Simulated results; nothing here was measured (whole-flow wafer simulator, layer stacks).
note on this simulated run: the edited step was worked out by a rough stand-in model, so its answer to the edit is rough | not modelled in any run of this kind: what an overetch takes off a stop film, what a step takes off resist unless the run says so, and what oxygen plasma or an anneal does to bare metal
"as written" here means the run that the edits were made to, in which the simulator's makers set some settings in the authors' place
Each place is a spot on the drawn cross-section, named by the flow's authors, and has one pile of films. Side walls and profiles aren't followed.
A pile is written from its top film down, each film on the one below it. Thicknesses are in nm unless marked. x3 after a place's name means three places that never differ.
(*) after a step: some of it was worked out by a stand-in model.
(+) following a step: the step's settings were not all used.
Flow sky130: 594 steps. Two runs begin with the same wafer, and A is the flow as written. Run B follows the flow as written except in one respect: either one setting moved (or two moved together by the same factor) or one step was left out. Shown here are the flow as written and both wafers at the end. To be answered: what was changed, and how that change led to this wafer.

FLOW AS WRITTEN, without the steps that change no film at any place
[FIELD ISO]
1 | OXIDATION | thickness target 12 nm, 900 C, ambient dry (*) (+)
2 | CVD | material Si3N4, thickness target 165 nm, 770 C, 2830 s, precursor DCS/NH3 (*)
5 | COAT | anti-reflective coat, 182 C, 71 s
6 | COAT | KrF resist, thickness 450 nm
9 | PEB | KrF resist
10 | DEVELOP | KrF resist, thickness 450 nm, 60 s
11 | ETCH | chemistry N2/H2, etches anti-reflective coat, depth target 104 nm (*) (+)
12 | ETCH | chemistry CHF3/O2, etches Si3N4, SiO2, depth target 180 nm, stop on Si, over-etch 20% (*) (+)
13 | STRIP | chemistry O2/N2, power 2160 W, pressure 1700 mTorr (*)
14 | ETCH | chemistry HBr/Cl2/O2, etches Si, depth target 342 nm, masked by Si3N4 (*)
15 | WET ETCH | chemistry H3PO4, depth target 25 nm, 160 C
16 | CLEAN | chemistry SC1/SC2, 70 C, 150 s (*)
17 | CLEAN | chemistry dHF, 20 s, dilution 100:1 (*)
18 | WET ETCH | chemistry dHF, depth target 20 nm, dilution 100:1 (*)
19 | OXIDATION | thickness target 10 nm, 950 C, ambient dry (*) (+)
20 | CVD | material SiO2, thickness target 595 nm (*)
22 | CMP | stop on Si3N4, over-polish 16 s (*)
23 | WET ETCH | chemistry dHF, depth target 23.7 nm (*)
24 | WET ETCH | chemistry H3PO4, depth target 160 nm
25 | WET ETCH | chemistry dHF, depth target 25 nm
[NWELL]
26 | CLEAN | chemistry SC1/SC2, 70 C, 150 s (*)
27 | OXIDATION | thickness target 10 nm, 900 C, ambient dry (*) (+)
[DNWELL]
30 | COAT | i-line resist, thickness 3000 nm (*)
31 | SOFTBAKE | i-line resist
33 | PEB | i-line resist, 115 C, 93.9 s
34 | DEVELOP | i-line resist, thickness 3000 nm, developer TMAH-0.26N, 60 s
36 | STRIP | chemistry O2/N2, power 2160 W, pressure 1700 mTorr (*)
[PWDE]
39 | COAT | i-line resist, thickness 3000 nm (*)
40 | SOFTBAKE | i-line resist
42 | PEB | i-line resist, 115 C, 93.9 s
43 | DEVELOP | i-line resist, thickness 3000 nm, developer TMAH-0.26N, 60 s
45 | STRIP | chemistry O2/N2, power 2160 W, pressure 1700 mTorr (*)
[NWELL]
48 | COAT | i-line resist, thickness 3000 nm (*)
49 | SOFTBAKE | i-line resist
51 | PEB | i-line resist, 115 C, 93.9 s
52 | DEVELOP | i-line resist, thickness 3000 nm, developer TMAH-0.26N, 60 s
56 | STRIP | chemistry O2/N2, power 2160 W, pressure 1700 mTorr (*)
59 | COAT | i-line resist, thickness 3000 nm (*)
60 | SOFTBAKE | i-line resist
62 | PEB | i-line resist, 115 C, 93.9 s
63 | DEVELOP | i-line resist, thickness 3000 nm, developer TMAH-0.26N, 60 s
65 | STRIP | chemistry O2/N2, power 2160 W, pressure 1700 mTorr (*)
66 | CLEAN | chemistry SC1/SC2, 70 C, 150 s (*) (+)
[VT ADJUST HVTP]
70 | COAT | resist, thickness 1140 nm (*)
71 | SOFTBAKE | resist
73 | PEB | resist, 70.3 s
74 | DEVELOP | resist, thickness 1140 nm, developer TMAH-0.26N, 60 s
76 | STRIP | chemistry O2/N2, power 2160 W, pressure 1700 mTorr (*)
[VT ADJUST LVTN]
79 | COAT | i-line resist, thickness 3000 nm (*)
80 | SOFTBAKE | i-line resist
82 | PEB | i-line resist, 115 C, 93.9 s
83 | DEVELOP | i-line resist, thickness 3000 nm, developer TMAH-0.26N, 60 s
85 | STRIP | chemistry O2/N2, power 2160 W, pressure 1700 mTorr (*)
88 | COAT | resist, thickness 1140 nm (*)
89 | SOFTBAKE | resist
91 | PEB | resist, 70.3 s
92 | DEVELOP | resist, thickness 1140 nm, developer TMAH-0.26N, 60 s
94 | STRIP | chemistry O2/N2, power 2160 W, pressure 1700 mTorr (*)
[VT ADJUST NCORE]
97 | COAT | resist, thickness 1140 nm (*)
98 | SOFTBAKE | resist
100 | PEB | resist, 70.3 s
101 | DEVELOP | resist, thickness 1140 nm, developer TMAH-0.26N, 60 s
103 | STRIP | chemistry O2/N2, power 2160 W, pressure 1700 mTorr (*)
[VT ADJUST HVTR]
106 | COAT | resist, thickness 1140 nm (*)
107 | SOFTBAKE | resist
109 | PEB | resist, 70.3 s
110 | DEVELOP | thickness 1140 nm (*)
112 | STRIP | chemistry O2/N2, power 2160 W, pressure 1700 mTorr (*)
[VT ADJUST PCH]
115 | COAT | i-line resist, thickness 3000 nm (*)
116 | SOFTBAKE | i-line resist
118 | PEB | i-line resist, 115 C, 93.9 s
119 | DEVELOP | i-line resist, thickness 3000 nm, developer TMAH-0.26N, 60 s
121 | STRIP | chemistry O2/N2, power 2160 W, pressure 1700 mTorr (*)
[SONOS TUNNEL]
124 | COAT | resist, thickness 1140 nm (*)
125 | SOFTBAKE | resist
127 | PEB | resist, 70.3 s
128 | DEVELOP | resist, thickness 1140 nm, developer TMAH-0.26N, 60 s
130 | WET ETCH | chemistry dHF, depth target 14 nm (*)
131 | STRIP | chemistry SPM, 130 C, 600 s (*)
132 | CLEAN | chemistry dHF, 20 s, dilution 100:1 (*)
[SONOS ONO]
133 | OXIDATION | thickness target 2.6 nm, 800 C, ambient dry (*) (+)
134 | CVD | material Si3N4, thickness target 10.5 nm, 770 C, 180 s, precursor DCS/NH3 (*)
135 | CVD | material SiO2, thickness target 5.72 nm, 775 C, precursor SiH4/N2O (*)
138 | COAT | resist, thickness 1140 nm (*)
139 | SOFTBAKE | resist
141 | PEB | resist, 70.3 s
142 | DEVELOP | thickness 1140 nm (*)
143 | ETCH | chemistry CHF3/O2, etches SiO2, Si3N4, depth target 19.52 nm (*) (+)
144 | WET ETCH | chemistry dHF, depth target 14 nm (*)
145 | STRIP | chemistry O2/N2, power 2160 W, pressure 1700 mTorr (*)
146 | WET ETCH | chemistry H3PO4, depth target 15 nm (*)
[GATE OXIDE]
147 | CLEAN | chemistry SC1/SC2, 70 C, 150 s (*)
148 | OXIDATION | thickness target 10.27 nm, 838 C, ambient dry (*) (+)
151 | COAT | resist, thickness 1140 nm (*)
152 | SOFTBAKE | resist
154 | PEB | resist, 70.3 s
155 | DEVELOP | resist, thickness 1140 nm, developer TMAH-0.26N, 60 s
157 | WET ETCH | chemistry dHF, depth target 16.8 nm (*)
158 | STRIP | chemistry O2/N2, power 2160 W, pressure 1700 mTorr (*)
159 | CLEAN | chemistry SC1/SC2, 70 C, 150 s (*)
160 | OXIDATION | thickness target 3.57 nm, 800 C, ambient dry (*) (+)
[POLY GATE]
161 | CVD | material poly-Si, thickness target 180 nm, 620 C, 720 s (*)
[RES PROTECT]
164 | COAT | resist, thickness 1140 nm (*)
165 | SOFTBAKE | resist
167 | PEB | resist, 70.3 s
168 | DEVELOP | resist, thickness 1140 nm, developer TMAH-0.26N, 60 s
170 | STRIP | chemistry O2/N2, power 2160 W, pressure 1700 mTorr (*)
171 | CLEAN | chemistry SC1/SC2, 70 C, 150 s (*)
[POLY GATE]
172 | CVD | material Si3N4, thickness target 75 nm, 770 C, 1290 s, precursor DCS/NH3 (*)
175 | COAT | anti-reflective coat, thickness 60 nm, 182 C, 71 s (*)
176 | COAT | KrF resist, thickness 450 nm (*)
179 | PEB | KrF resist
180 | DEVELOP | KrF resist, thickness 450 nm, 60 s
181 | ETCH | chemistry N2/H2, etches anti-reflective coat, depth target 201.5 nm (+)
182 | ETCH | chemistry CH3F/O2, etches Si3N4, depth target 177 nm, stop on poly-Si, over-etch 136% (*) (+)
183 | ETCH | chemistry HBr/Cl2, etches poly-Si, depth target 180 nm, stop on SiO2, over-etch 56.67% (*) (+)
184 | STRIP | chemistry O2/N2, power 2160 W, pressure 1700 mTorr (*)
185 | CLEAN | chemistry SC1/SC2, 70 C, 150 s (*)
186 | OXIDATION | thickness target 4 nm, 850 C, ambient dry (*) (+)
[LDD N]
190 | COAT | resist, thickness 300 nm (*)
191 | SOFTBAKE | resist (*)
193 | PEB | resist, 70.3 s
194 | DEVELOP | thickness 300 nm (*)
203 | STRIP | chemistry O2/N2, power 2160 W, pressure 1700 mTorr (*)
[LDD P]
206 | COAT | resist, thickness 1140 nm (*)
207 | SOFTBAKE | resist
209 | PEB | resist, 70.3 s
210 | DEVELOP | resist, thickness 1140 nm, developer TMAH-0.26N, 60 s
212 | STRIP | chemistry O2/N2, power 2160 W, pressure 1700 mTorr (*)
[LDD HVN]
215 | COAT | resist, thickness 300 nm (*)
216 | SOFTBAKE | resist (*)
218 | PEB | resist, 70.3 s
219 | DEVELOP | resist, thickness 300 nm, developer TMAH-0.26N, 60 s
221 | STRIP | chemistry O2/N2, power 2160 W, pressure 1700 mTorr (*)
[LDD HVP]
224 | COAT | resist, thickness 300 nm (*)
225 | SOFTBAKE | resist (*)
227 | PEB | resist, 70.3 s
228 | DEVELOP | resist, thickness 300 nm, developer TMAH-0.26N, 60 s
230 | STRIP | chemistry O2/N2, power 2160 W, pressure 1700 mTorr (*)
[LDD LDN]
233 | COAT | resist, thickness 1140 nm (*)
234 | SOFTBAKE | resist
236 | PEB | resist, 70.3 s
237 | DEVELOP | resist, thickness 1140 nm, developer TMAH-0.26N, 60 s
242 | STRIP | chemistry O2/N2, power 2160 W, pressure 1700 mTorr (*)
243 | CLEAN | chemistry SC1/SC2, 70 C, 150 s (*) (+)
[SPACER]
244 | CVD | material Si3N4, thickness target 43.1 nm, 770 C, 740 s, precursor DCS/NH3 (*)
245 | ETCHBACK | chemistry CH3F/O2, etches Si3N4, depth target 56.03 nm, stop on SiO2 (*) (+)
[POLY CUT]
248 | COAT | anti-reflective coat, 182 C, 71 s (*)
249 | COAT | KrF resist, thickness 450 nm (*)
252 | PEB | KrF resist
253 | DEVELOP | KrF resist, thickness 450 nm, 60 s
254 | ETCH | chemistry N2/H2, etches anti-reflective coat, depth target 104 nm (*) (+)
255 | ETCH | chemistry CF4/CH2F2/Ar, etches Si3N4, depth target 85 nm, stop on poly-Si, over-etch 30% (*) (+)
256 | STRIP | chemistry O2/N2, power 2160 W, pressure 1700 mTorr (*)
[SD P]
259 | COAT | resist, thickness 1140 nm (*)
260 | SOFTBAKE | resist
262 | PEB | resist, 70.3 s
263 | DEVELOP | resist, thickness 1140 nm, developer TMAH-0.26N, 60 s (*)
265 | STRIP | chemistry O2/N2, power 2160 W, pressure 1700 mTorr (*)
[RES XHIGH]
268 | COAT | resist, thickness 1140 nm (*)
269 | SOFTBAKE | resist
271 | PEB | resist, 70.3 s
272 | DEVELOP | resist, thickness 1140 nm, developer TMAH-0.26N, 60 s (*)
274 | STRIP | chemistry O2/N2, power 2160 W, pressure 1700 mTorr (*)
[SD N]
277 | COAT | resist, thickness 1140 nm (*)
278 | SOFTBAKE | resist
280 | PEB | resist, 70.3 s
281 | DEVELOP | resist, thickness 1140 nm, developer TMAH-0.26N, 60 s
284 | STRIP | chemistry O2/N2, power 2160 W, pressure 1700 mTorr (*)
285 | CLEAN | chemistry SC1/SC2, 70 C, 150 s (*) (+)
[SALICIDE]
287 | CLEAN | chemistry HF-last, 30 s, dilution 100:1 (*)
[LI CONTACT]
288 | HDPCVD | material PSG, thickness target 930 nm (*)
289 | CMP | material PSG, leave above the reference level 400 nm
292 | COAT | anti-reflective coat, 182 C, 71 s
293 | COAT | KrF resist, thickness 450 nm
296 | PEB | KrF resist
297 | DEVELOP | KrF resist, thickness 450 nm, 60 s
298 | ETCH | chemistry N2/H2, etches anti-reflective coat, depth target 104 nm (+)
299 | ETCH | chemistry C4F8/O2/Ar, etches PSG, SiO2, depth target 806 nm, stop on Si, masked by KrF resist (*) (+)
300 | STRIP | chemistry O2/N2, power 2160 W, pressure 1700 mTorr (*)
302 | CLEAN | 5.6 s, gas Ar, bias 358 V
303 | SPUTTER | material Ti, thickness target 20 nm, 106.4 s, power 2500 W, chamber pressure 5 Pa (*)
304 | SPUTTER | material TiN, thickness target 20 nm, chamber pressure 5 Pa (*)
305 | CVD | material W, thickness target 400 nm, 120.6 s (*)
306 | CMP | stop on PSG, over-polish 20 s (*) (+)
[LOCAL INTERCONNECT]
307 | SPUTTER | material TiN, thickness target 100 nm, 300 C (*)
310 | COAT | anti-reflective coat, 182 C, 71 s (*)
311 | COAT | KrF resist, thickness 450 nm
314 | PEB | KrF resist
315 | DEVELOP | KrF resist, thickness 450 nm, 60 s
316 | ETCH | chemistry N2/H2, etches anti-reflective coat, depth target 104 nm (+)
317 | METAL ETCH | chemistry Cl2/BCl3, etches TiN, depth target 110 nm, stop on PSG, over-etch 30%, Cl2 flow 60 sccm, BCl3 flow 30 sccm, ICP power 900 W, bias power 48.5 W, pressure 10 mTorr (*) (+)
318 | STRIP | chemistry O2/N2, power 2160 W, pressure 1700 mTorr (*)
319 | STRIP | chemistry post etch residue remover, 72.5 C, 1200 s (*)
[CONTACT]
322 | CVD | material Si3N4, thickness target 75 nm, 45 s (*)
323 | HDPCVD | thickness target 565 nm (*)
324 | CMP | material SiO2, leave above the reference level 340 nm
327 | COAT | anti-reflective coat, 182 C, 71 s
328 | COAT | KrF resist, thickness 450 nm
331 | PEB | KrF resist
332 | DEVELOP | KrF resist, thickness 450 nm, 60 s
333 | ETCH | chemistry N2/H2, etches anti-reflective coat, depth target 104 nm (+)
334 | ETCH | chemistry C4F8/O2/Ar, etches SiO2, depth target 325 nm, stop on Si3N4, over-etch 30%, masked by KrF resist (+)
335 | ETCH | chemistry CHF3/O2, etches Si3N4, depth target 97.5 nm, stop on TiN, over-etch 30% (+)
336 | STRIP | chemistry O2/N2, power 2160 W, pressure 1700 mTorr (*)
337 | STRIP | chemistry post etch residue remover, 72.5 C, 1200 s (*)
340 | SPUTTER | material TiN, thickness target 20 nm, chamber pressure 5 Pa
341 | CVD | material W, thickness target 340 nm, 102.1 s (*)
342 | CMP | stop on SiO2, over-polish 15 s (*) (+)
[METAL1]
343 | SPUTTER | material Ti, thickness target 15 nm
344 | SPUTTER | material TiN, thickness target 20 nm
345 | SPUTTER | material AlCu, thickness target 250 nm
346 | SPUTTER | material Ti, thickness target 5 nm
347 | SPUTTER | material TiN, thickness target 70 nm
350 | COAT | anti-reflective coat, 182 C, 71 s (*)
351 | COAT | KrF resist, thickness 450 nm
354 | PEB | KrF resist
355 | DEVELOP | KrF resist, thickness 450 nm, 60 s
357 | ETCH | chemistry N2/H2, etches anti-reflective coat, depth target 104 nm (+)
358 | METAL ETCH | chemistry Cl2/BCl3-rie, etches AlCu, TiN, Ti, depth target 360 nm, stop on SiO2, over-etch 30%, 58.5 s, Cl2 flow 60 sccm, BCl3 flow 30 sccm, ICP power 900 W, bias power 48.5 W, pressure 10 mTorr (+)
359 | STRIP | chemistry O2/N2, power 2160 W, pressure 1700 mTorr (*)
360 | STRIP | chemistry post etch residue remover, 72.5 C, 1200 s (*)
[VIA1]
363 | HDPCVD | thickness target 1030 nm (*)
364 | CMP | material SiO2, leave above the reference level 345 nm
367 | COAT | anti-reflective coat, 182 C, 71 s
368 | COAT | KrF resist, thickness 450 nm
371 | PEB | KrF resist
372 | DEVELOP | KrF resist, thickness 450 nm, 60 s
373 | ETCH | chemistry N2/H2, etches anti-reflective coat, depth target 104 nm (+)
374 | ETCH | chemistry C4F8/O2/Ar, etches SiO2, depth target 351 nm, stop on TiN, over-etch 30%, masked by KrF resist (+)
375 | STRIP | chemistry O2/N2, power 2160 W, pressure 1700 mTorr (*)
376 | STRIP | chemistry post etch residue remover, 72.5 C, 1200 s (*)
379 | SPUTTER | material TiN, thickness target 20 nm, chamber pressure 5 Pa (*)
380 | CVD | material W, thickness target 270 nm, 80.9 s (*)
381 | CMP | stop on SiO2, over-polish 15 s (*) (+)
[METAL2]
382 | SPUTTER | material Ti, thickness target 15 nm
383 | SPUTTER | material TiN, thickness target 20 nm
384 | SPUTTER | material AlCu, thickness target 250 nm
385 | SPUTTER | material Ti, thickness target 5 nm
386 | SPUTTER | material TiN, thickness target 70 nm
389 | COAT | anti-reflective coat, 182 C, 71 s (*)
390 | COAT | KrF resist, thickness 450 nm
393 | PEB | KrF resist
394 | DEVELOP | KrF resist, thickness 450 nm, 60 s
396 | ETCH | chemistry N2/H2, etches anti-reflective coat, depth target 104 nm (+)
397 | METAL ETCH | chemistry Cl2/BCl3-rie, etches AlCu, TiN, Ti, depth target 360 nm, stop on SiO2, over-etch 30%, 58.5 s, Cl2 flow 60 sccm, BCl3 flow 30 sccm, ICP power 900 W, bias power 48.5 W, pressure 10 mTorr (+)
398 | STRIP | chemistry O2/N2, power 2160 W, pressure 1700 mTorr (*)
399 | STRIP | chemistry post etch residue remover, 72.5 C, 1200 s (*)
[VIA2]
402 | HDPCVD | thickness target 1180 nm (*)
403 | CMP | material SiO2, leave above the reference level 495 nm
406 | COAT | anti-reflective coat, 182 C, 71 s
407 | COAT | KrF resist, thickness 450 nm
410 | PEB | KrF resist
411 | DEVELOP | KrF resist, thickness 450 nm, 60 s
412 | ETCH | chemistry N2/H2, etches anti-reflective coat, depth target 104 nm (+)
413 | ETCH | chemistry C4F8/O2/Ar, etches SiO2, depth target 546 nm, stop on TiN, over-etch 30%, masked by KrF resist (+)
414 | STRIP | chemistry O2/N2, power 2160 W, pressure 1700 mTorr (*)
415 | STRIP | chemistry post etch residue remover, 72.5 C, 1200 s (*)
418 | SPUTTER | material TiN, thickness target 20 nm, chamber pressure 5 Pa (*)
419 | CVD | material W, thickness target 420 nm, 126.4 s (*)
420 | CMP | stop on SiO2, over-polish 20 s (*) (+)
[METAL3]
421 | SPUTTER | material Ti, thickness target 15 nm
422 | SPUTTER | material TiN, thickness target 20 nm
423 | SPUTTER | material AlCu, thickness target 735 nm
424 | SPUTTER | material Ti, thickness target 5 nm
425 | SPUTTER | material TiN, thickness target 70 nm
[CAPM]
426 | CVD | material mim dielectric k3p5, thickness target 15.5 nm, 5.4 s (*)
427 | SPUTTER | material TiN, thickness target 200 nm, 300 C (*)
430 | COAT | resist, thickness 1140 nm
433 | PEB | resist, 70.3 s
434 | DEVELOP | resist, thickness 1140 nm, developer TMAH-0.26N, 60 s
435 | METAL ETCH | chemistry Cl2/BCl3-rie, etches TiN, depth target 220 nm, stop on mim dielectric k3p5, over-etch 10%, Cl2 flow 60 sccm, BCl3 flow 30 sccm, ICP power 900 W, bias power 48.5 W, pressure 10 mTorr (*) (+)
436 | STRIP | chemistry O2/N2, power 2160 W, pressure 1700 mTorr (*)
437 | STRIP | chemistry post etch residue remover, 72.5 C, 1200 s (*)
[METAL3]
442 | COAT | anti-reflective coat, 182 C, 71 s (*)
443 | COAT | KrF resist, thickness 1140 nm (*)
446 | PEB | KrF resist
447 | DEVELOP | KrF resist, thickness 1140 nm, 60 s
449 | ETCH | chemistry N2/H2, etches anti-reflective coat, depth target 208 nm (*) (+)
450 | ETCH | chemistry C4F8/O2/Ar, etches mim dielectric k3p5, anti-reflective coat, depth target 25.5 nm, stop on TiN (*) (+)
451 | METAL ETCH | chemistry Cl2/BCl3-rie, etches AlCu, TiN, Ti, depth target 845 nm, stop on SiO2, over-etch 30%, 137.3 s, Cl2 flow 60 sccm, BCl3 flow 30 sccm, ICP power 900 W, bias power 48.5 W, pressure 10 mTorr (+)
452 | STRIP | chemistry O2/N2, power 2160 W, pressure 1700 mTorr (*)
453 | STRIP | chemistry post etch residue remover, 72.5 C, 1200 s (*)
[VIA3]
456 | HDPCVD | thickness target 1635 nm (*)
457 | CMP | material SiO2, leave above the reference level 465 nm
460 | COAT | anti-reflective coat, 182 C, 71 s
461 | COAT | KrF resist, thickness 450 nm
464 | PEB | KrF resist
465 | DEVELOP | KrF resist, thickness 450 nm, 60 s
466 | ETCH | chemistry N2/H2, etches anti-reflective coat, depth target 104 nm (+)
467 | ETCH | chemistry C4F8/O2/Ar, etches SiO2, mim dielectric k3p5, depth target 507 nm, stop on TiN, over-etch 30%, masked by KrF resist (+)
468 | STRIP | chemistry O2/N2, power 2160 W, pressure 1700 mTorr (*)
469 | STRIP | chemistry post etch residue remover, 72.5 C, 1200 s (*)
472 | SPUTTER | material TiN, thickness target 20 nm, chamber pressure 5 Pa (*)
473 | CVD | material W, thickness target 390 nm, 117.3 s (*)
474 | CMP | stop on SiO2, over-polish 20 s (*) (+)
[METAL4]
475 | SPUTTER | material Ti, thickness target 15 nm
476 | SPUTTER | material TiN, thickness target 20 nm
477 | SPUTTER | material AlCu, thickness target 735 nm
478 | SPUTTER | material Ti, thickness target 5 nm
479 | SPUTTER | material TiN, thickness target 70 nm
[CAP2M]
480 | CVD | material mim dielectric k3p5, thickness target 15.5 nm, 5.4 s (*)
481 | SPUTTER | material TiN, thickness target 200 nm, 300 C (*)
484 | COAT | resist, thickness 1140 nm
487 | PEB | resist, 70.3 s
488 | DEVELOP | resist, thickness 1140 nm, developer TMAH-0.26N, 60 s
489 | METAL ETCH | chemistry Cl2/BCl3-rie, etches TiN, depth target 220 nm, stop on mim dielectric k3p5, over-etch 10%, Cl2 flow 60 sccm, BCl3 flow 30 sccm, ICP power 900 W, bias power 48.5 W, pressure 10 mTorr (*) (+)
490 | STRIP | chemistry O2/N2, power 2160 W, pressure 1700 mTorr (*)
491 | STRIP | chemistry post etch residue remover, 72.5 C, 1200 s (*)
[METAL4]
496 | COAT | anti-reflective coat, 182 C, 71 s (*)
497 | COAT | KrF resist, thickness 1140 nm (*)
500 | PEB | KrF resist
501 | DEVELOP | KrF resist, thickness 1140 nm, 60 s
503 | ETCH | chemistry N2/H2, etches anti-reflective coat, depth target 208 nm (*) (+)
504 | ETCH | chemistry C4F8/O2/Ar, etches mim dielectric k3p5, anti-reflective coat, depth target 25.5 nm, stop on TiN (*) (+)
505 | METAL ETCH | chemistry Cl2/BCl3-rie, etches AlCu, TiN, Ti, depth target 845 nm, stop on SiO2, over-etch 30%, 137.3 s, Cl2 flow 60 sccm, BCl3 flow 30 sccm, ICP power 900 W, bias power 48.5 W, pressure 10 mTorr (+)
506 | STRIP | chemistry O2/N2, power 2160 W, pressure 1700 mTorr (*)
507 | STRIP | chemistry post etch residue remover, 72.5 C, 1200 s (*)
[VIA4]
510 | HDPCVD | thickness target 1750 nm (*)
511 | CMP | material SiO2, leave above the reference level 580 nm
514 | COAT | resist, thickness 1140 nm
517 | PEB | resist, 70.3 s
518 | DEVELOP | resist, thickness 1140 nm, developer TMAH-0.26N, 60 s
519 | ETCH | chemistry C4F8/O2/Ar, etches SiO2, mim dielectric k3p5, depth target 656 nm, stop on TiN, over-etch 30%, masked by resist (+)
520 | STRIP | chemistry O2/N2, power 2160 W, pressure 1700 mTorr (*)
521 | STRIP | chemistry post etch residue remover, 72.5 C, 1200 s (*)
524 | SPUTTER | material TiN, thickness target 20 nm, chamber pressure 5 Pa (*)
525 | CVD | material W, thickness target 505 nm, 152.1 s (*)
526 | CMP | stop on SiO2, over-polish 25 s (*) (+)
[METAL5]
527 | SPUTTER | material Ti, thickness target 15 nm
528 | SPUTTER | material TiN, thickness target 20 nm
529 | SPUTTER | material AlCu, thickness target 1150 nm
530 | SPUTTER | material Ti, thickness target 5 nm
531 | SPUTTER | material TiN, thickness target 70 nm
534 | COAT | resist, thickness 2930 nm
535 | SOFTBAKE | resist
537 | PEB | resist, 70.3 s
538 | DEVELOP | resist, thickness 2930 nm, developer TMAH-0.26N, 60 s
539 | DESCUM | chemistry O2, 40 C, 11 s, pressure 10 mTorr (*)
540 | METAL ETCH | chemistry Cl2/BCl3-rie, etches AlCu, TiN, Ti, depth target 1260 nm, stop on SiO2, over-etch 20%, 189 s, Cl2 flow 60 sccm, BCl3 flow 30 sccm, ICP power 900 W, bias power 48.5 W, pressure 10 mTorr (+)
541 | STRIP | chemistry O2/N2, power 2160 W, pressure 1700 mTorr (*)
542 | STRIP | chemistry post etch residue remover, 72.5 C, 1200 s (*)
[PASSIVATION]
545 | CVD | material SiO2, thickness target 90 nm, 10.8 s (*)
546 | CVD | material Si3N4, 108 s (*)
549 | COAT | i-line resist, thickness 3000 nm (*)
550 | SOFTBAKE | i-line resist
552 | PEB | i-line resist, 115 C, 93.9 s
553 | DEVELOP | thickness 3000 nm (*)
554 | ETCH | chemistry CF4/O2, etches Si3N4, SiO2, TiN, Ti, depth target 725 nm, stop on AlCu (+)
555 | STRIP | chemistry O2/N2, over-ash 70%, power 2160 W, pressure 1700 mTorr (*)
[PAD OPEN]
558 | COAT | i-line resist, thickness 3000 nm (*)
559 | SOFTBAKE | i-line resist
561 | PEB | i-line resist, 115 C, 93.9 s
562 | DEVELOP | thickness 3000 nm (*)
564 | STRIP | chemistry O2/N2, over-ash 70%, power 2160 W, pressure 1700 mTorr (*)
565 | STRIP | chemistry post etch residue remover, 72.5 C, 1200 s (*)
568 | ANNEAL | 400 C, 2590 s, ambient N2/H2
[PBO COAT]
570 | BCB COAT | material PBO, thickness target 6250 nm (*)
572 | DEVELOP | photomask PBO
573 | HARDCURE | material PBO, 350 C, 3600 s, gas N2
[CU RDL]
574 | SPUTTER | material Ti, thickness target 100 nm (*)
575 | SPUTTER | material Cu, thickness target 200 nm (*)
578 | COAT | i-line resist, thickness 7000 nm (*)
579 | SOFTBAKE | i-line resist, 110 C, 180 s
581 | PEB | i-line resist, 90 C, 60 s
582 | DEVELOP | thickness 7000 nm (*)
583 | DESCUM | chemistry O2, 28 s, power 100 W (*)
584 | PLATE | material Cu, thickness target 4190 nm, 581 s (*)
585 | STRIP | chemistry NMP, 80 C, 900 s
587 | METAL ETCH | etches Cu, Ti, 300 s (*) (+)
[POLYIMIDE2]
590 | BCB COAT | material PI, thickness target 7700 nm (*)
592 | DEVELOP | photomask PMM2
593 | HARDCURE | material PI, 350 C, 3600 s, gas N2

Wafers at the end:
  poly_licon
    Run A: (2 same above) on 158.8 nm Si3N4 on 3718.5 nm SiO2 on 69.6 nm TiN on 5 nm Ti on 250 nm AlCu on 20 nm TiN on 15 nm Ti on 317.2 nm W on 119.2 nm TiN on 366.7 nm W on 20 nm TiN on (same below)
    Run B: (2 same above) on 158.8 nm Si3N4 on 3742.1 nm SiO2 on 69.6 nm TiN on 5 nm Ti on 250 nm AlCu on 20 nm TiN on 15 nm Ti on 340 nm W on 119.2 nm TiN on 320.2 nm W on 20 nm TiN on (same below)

Cause: step 305, CVD: thickness target 320 nm was run, whereas the flow has thickness target 400 nm; step 305, CVD: 96.45 s was run, where the flow has 120.6 s.

How this came from the change, step by step:
  305 | CVD | material W, thickness target 400 nm, 120.6 s (*)
      field, active, n_well and 185 more: A W gains 400 (new film) | B W gains 320.2 (new film)
      ndiff_licon: A W gains 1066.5 (new film) | B W gains 986.8 (new film)
      (as well as at 2 more places)
  306 | CMP | stop on PSG, over-polish 20 s (*) (+)
      poly_licon: A W loses 33.3 | B nothing
      field, active, n_well and 184 more: A W loses 400 (all of it), TiN loses 20 (all of it), Ti loses 20 (all of it), PSG loses 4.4 | B W loses 320.2 (all of it), TiN loses 20 (all of it), Ti loses 20 (all of it), PSG loses 4.4
      (as well as at 3 more places)
  310 | COAT | anti-reflective coat, 182 C, 71 s (*)
      poly_licon: A anti-reflective coat gains 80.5 (new film) | B anti-reflective coat gains 126.9 (new film)
  318 | STRIP | chemistry O2/N2, power 2160 W, pressure 1700 mTorr (*)
      poly_licon: A KrF resist loses 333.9 (all of it), anti-reflective coat loses 80.5 (all of it) | B KrF resist loses 333.9 (all of it), anti-reflective coat loses 126.9 (all of it)
  324 | CMP | material SiO2, leave above the reference level 340 nm
      poly_licon: A SiO2 loses 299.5 | B SiO2 loses 253
  334 | ETCH | chemistry C4F8/O2/Ar, etches SiO2, depth target 325 nm, stop on Si3N4, over-etch 30%, masked by KrF resist (+)
      poly_licon: A SiO2 loses 264.9 (all of it) | B SiO2 loses 311.3 (all of it)
  342 | CMP | stop on SiO2, over-polish 15 s (*) (+)
      poly_licon: A W loses 22.8 | B nothing
  350 | COAT | anti-reflective coat, 182 C, 71 s (*)
      poly_licon: A anti-reflective coat gains 80.5 (new film) | B anti-reflective coat gains 104.1 (new film)
  359 | STRIP | chemistry O2/N2, power 2160 W, pressure 1700 mTorr (*)
      poly_licon: A KrF resist loses 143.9 (all of it), anti-reflective coat loses 80.5 (all of it) | B KrF resist loses 143.9 (all of it), anti-reflective coat loses 104.1 (all of it)
  364 | CMP | material SiO2, leave above the reference level 345 nm
      poly_licon: A SiO2 loses 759 | B SiO2 loses 735.4
